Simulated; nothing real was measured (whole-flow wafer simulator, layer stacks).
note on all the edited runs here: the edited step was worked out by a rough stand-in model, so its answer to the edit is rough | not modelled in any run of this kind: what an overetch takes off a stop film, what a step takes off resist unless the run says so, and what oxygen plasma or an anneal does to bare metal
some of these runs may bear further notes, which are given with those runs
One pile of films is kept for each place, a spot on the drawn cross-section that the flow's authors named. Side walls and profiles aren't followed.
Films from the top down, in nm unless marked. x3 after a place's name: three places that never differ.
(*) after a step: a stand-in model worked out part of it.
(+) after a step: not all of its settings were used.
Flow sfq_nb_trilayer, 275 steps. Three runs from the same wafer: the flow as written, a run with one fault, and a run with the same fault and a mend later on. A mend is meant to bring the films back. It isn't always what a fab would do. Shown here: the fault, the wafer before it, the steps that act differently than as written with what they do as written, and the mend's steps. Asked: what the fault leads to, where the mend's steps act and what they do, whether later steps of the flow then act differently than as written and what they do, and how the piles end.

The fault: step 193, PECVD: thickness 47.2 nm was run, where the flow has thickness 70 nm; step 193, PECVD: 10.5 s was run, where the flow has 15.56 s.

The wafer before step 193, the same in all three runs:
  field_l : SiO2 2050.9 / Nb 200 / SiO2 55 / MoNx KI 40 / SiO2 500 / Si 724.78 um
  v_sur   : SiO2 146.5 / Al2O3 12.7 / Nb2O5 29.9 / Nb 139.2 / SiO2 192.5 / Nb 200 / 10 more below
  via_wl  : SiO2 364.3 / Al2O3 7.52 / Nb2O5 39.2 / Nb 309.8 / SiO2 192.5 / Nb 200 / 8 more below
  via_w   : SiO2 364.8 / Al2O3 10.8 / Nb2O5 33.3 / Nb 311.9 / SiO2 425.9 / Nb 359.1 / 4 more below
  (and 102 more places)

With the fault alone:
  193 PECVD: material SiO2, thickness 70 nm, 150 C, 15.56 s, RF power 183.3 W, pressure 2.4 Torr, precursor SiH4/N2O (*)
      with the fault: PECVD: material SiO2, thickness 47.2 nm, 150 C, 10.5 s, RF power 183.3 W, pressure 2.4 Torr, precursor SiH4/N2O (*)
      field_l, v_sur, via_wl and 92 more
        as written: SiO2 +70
        with the fault: SiO2 +47.2
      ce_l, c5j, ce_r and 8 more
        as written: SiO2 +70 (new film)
        with the fault: SiO2 +47.2 (new film)
  Later steps of the flow that act differently than as written (10 more steps differ only slightly, by at most 2% or 0.5 nm, whichever is larger, and aren't shown):
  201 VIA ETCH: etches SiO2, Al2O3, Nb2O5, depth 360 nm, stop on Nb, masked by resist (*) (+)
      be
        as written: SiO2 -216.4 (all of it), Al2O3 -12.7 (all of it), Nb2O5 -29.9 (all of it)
        with the fault: SiO2 -193.6 (all of it), Al2O3 -12.7 (all of it), Nb2O5 -29.9 (all of it)
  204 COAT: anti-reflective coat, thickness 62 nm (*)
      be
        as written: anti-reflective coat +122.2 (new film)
        with the fault: anti-reflective coat +118.8 (new film)
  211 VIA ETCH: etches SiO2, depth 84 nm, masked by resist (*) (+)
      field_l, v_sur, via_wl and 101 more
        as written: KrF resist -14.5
        with the fault: KrF resist -12.2
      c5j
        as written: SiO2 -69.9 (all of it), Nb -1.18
        with the fault: SiO2 -47.1 (all of it), Nb -1.96
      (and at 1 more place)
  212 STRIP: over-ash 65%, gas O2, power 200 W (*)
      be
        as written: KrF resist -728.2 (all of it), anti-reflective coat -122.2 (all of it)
        with the fault: KrF resist -714.2 (all of it), anti-reflective coat -118.8 (all of it)
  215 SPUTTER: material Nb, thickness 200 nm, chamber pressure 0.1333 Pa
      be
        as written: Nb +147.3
        with the fault: Nb +152.6
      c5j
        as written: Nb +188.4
        with the fault: Nb +194.8
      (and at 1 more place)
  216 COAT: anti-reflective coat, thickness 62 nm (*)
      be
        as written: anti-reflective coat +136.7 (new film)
        with the fault: anti-reflective coat +132.3 (new film)
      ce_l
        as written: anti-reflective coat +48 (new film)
        with the fault: anti-reflective coat +53.8 (new film)
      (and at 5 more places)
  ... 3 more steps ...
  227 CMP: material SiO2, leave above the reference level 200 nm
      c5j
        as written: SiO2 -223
        with the fault: SiO2 -236.7
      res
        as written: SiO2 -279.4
        with the fault: SiO2 -306.6
  At the end the piles differ from the flow's by more than 2% or 0.5 nm, whichever is larger, at v_sur, via_wl, via_w and 61 more.
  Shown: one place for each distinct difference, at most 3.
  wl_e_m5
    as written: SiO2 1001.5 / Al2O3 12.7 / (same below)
    with the fault: SiO2 978.7 / Al2O3 12.7 / (same below)
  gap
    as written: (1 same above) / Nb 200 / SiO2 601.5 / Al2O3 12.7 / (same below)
    with the fault: (1 same above) / Nb 200 / SiO2 578.7 / Al2O3 12.7 / (same below)
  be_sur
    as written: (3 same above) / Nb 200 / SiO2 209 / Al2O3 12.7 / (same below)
    with the fault: (3 same above) / Nb 200 / SiO2 186.2 / Al2O3 12.7 / (same below)

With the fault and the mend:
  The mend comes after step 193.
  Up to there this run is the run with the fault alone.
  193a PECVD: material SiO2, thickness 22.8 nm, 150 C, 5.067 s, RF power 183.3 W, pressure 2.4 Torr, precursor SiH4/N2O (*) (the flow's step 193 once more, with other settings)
      field_l, v_sur, via_wl and 103 more
        SiO2 +22.8
  No later step of the flow acts differently than as written, at any place that is followed, by more than 2% or 0.5 nm, whichever is larger.
  At the end the piles are the same as the flow's at every place that both follow.
